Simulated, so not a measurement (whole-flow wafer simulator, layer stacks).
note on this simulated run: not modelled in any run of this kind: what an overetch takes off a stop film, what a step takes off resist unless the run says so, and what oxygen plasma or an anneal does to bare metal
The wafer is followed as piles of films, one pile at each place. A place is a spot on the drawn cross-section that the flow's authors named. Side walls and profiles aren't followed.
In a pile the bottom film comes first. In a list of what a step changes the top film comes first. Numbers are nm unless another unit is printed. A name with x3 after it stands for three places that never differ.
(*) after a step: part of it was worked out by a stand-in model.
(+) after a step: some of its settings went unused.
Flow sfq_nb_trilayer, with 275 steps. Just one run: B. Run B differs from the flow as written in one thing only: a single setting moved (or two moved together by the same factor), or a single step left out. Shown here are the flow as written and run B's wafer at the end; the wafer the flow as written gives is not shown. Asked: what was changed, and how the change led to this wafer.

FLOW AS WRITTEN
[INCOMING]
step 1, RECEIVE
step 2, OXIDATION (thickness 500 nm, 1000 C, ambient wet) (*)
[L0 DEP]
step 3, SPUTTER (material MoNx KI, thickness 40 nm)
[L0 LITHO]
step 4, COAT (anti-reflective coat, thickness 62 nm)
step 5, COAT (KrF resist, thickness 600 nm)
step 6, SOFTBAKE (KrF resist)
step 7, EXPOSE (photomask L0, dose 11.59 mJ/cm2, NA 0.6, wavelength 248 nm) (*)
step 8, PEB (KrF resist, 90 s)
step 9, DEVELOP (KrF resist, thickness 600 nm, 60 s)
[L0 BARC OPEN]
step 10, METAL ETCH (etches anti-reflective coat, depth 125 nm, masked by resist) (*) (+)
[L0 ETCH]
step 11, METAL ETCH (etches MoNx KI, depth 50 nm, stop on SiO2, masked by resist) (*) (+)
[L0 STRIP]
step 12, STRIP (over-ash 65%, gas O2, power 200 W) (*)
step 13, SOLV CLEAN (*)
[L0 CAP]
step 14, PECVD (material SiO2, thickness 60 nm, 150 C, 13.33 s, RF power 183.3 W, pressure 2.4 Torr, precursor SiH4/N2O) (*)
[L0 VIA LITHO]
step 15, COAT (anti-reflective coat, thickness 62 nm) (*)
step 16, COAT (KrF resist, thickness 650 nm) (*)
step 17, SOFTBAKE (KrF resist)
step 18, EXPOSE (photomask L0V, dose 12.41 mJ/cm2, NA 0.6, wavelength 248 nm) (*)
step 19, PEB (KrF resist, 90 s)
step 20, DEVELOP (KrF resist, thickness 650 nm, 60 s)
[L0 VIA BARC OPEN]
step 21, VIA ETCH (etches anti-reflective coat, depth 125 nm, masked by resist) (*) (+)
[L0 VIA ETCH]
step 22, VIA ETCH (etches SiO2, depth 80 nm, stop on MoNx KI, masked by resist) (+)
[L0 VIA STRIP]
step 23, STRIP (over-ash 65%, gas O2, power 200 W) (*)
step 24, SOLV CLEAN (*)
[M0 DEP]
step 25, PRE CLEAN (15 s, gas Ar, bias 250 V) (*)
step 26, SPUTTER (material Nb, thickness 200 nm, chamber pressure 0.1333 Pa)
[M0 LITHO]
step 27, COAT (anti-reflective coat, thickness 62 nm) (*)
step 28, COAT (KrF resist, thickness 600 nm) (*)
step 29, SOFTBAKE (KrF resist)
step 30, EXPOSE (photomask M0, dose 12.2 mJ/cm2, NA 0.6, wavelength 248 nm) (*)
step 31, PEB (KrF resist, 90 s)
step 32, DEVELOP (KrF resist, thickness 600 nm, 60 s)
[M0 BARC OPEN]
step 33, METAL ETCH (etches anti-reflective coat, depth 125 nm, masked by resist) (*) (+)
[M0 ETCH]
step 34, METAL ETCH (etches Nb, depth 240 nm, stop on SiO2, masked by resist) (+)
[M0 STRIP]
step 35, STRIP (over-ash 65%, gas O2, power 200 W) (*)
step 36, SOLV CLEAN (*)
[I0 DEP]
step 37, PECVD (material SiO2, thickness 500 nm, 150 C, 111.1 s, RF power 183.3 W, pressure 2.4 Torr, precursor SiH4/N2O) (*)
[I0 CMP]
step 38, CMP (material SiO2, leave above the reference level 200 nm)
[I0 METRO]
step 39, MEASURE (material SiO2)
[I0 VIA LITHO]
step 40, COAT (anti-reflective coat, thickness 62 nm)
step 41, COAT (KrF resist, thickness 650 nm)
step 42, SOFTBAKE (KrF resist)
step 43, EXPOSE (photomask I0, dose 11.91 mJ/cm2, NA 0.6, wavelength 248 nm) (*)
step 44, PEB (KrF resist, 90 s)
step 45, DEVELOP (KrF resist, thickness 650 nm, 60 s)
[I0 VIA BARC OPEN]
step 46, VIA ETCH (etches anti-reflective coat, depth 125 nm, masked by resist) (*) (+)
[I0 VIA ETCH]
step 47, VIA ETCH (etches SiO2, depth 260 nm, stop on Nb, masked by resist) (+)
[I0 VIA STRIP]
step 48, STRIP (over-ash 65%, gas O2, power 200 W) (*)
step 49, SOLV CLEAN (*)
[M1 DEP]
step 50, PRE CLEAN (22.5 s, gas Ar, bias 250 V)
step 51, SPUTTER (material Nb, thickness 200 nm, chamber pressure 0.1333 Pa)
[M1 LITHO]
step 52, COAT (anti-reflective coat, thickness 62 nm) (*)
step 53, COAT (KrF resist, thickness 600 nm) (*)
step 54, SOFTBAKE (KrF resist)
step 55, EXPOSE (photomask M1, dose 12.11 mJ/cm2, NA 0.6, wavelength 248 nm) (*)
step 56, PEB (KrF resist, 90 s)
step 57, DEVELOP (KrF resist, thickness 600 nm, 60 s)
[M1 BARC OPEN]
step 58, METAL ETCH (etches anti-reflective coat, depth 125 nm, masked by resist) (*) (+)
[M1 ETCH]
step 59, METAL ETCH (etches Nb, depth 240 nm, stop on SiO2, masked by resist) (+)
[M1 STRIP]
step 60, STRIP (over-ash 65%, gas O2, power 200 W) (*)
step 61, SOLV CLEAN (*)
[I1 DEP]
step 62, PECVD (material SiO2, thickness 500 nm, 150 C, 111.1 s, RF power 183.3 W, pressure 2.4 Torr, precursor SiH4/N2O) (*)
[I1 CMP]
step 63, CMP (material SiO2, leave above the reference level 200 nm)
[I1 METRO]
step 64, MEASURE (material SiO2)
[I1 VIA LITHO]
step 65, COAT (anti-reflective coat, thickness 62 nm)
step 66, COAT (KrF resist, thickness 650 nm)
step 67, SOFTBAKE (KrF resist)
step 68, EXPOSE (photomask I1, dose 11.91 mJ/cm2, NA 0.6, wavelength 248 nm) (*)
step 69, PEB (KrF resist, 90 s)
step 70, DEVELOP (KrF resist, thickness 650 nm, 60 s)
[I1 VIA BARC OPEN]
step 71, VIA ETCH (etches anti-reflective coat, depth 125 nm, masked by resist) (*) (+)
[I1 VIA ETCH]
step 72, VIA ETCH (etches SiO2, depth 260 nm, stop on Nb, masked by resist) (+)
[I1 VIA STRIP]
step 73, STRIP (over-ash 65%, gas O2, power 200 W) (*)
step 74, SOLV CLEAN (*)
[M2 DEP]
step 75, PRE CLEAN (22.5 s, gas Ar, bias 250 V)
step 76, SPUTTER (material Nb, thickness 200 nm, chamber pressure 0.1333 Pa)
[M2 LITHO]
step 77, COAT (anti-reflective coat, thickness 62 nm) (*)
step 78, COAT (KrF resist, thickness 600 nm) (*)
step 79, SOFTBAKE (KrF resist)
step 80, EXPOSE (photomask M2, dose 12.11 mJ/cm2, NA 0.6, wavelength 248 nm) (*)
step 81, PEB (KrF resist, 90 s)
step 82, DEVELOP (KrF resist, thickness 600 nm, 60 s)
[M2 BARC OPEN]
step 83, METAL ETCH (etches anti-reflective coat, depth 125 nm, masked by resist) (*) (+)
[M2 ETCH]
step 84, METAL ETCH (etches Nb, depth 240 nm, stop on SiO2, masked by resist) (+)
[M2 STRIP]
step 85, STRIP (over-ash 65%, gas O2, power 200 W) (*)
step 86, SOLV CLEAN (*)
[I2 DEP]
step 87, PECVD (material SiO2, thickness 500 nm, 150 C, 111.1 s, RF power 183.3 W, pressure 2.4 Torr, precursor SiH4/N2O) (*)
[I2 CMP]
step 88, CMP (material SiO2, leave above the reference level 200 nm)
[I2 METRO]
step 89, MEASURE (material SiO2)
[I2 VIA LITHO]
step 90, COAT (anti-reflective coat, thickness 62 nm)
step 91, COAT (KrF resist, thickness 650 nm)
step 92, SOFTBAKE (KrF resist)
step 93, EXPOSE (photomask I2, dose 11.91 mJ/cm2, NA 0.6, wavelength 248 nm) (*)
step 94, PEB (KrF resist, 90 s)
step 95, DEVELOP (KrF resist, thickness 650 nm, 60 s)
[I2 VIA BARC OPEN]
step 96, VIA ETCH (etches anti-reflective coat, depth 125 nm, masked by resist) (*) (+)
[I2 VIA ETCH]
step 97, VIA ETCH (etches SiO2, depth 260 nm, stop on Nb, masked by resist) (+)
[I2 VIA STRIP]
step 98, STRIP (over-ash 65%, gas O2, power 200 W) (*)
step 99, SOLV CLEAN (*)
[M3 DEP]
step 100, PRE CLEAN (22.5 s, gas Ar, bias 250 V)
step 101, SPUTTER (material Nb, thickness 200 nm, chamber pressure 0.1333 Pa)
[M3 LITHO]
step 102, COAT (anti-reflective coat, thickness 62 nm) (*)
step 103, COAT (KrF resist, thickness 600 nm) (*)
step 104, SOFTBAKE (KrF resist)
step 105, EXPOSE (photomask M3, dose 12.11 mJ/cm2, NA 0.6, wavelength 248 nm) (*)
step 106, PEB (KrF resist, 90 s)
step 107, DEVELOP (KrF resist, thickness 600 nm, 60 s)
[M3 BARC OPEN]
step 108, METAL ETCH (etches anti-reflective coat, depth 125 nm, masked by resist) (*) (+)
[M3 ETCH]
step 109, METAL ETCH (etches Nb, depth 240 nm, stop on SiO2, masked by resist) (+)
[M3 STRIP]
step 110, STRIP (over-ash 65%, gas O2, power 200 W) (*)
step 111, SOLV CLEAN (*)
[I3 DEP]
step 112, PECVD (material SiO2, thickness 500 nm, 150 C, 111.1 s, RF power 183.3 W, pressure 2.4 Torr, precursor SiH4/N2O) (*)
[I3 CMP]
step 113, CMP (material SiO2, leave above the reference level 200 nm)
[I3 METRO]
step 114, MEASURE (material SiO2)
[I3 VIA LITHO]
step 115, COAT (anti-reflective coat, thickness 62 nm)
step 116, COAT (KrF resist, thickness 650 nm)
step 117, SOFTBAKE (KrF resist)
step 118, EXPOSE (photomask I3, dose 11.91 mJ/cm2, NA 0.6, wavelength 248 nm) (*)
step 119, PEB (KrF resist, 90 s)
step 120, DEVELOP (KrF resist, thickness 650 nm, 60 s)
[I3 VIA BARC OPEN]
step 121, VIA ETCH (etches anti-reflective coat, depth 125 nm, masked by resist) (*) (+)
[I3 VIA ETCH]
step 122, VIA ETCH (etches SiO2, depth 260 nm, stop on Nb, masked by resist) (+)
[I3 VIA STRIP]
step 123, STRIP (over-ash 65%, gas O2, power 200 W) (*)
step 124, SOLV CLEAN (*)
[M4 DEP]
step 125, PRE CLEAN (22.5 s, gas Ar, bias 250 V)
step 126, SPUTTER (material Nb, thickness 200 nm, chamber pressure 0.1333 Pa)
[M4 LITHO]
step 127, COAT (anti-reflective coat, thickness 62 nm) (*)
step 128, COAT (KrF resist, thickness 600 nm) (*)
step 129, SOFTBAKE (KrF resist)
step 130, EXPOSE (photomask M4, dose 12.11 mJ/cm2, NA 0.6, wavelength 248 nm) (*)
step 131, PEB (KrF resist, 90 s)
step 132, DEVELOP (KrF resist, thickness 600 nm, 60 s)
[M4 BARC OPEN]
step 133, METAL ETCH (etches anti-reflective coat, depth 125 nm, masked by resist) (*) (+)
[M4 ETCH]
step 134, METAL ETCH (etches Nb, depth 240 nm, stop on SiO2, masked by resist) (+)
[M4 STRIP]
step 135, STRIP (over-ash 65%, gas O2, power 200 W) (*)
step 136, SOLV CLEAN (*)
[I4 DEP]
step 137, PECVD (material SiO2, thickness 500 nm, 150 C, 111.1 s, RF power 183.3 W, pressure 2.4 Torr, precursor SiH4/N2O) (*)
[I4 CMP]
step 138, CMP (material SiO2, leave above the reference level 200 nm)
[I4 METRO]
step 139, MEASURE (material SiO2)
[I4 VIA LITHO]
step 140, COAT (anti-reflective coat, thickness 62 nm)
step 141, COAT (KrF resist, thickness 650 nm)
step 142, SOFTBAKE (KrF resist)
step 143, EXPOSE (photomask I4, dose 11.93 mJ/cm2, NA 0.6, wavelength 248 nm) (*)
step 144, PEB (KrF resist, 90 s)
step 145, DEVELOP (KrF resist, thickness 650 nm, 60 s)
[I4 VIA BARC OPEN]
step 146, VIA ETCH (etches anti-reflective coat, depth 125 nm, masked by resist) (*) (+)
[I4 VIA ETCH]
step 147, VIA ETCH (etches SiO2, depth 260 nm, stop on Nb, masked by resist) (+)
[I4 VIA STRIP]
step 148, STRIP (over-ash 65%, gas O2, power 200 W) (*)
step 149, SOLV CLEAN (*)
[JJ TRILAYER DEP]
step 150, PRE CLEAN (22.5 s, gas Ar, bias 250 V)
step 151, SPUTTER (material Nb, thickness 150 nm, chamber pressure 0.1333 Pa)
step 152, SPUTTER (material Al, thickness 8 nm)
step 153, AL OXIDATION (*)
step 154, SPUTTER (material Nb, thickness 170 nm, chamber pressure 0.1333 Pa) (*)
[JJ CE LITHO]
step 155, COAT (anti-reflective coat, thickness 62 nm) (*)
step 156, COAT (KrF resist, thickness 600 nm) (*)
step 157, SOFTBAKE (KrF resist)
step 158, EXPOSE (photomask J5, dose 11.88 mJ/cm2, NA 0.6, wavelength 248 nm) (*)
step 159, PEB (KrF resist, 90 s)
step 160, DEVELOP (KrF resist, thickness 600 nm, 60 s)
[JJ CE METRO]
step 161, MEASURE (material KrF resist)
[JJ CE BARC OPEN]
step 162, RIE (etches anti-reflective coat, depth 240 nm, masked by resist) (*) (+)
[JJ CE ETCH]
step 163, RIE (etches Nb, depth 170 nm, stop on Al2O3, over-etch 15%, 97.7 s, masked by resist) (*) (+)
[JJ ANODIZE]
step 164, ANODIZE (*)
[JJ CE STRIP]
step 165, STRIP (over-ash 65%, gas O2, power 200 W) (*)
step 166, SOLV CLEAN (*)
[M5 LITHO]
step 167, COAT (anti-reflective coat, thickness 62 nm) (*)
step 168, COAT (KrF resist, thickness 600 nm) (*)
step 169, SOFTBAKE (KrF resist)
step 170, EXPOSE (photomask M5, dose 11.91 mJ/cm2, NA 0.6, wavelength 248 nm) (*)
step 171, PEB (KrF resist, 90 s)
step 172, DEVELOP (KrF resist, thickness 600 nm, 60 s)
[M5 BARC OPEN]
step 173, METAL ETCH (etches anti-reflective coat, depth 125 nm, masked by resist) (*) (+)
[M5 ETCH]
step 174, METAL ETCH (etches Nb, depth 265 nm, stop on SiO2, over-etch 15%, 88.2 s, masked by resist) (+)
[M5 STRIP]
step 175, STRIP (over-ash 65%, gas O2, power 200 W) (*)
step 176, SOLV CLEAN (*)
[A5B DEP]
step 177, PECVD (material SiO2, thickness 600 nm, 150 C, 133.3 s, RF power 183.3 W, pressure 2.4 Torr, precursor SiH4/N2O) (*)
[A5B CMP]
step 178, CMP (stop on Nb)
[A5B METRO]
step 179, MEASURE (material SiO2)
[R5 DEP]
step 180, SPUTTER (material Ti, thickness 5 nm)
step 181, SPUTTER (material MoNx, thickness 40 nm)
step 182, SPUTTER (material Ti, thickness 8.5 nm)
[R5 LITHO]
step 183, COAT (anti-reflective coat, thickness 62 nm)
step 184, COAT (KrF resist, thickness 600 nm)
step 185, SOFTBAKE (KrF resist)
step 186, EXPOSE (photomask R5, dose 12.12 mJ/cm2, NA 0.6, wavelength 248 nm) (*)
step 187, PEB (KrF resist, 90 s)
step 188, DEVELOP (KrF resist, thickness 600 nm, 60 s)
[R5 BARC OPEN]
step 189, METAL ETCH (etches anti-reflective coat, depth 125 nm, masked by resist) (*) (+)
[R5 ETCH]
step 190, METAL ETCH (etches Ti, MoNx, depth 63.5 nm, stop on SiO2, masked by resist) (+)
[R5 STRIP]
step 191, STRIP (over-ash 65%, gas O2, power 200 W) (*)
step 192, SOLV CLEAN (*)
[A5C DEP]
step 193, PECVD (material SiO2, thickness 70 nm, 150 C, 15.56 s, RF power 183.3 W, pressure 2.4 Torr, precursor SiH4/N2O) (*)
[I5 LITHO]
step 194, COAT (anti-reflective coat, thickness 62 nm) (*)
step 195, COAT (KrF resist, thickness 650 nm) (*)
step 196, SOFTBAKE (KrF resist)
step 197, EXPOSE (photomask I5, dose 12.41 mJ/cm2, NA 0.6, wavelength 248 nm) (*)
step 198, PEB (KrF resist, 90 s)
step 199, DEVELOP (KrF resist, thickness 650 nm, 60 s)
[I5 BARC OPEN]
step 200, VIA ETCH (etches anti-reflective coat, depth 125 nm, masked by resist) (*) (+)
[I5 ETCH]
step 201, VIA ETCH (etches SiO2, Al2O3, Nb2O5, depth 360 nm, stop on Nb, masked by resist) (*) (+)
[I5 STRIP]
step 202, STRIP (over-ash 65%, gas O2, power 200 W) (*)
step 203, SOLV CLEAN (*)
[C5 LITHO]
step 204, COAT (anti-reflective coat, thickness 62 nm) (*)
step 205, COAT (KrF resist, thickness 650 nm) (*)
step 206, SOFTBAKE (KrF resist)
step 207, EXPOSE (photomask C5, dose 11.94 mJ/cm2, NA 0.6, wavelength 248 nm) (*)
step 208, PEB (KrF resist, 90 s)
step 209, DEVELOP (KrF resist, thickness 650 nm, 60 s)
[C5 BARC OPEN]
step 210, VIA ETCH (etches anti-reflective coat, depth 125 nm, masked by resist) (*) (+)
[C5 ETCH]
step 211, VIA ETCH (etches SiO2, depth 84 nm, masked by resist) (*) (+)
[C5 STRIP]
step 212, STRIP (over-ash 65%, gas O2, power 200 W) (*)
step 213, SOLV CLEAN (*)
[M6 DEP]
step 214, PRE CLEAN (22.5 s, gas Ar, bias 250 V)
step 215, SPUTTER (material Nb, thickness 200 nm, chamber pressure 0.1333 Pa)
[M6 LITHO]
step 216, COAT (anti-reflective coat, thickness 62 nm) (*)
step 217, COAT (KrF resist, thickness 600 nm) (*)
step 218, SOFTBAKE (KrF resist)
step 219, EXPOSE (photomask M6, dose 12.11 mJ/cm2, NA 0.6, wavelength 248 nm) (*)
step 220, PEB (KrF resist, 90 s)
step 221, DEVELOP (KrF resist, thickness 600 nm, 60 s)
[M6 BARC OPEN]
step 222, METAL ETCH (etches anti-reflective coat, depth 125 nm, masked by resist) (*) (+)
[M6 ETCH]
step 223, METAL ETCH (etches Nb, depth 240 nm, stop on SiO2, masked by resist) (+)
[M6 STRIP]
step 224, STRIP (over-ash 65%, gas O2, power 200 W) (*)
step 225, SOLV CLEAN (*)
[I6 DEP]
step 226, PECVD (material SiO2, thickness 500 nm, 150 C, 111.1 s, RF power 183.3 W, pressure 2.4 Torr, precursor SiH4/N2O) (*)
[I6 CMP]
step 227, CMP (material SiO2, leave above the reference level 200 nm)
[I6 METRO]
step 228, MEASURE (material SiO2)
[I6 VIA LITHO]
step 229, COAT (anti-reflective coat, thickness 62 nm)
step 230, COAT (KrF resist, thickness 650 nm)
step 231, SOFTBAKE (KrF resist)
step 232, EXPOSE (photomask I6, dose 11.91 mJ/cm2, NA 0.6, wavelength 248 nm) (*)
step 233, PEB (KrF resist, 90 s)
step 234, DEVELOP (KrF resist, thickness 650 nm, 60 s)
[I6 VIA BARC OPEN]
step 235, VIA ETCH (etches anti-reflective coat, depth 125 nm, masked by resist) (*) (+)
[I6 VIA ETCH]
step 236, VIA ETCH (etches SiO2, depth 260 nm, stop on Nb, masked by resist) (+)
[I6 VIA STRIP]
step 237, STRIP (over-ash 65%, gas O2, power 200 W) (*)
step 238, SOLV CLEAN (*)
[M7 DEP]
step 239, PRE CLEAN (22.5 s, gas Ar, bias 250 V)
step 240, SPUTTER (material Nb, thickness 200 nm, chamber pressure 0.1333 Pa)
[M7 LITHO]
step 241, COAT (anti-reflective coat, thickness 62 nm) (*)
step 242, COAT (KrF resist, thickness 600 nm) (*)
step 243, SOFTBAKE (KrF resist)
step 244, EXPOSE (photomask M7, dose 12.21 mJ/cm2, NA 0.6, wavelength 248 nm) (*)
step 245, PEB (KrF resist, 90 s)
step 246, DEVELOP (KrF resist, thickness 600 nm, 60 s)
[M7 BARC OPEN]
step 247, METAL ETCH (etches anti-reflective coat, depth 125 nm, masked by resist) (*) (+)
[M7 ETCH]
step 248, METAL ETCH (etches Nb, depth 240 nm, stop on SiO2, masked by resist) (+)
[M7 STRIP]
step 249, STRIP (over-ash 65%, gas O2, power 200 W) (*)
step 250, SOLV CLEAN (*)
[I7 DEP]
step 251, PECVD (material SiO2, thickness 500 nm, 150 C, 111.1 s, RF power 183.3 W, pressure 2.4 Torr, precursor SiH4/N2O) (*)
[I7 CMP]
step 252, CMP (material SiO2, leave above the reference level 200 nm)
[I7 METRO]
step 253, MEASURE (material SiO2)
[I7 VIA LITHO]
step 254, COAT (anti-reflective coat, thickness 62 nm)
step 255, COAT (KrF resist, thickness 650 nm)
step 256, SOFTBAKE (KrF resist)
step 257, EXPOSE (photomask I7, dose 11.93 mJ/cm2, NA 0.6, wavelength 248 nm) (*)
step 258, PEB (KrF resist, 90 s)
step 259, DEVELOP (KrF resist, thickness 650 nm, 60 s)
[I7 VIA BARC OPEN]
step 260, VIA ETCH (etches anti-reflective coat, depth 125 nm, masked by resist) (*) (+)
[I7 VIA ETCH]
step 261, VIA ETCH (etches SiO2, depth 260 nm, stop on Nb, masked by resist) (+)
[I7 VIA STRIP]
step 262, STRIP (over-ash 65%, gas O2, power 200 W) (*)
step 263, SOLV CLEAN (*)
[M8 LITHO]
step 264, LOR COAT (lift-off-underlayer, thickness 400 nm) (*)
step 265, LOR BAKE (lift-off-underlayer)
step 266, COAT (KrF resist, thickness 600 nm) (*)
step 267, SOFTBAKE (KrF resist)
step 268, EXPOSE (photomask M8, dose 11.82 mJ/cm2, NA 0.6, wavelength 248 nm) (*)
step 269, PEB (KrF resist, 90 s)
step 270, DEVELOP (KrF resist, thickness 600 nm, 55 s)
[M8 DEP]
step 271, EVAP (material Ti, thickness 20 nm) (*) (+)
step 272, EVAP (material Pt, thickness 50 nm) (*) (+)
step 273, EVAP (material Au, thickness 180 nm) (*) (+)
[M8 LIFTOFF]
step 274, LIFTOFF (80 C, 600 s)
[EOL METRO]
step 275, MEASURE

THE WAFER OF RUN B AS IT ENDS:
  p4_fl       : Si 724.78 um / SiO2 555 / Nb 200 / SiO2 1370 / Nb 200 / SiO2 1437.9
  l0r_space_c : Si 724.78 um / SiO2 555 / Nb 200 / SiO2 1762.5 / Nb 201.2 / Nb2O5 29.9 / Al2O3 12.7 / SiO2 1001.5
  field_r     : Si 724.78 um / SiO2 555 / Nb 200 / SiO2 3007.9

What caused this: step 151, SPUTTER: thickness 212 nm was run, while the flow as written has thickness 150 nm.

The path from the change to this, step by step:
  step 151, SPUTTER (material Nb, thickness 150 nm, chamber pressure 0.1333 Pa)
      field_l, v_sur, via_sp and 100 more: Nb gains 212 (new film) (it would be, as written: Nb gains 150 (new film))
      via_wl, via_w, via_wr: Nb gains 185 (it would be, as written: Nb gains 130.4)
  step 152, SPUTTER (material Al, thickness 8 nm)
      via_wl, via_wr: Al gains 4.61 (new film) (it would be, as written: Al gains 5.14 (new film))
  step 154, SPUTTER (material Nb, thickness 170 nm, chamber pressure 0.1333 Pa) (*)
      via_wl, via_wr: Nb gains 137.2 (new film) (it would be, as written: Nb gains 140.7 (new film))
      via_w: Nb gains 137.6 (new film) (it would be, as written: Nb gains 141 (new film))
  step 155, COAT (anti-reflective coat, thickness 62 nm) (*)
      via_wl, via_wr: anti-reflective coat gains 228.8 (new film) (it would be, as written: anti-reflective coat gains 209.4 (new film))
      via_w: anti-reflective coat gains 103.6 (new film) (it would be, as written: anti-reflective coat gains 97.4 (new film))
  step 162, RIE (etches anti-reflective coat, depth 240 nm, masked by resist) (*) (+)
      ce_l, c5j, ce_r, wl_jj: KrF resist loses 228.8 (it would be, as written: KrF resist loses 209.4)
      via_wl, via_wr: anti-reflective coat loses 228.8 (all of it) (it would be, as written: anti-reflective coat loses 209.4 (all of it))
      (as well as at 1 more place)
  step 163, RIE (etches Nb, depth 170 nm, stop on Al2O3, over-etch 15%, 97.7 s, masked by resist) (*) (+)
      via_wl, via_wr: Nb loses 137.2 (all of it), Al2O3 loses 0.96 (all of it) (it would be, as written: Nb loses 140.7 (all of it), Al2O3 loses 0.96 (all of it))
      via_w: Nb loses 137.6 (all of it), Al2O3 loses 0.96 (all of it) (it would be, as written: Nb loses 141 (all of it), Al2O3 loses 0.96 (all of it))
  step 164, ANODIZE (*)
      via_wl, via_wr: Al2O3 gains 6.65 (new film), Nb2O5 gains 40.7 (new film), Al loses 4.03 (all of it), Nb loses 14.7 (it would be, as written: Al2O3 gains 7.52 (new film), Nb2O5 gains 39.2 (new film), Al loses 4.56 (all of it), Nb loses 14.1)
      via_w: Al2O3 gains 10.4 (new film), Nb2O5 gains 34 (new film), Al loses 6.31 (all of it), Nb loses 12.2 (it would be, as written: Al2O3 gains 10.8 (new film), Nb2O5 gains 33.3 (new film), Al loses 6.54 (all of it), Nb loses 12)
  step 165, STRIP (over-ash 65%, gas O2, power 200 W) (*)
      ce_l: KrF resist loses 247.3 (all of it), anti-reflective coat loses 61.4 (all of it) (it would be, as written: KrF resist loses 266.8 (all of it), anti-reflective coat loses 61.4 (all of it))
      c5j: KrF resist loses 247.4 (all of it), anti-reflective coat loses 61.5 (all of it) (it would be, as written: KrF resist loses 266.9 (all of it), anti-reflective coat loses 61.5 (all of it))
      (as well as at 2 more places)
  step 167, COAT (anti-reflective coat, thickness 62 nm) (*)
      v_sur: anti-reflective coat gains 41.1 (new film) (it would be, as written: anti-reflective coat gains 44.9 (new film))
      via_wl: anti-reflective coat gains 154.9 (new film) (it would be, as written: anti-reflective coat gains 170.5 (new film))
      (as well as at 3 more places)
  step 168, COAT (KrF resist, thickness 600 nm) (*)
      via_wl: KrF resist gains 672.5 (new film) (it would be, as written: KrF resist gains 656 (new film))
      via_wr: KrF resist gains 673.4 (new film) (it would be, as written: KrF resist gains 656.6 (new film))
  step 174, METAL ETCH (etches Nb, depth 265 nm, stop on SiO2, over-etch 15%, 88.2 s, masked by resist) (+)
      r_sur, res, r_end and 48 more: Al2O3 loses 12.6 (all of it), Nb2O5 loses 29.9 (all of it), Nb loses 201.2 (all of it), SiO2 loses 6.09 (it would be, as written: Al2O3 loses 12.6 (all of it), Nb2O5 loses 29.9 (all of it), Nb loses 139.2 (all of it), SiO2 loses 12.3)
      field_l, wl_a_sl: Al2O3 loses 12.6 (all of it), Nb2O5 loses 29.9 (all of it), Nb loses 201.2 (all of it), SiO2 loses 6.1 (it would be, as written: Al2O3 loses 12.6 (all of it), Nb2O5 loses 29.9 (all of it), Nb loses 139.2 (all of it), SiO2 loses 12.3)
  step 175, STRIP (over-ash 65%, gas O2, power 200 W) (*)
      v_sur: KrF resist loses 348 (all of it), anti-reflective coat loses 41.1 (all of it) (it would be, as written: KrF resist loses 349.2 (all of it), anti-reflective coat loses 44.9 (all of it))
      via_wl: KrF resist loses 443.5 (all of it), anti-reflective coat loses 154.9 (all of it) (it would be, as written: KrF resist loses 427 (all of it), anti-reflective coat loses 170.5 (all of it))
      (as well as at 3 more places)
  step 178, CMP (stop on Nb)
      field_l, p4_fl, p4_fm and 39 more: SiO2 loses 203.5 (it would be, as written: SiO2 loses 259.3)
      r_sur, res, r_end, moat, field_r, lsp_l: SiO2 loses 194.4 (it would be, as written: SiO2 loses 252.3)
      (as well as at 8 more places)
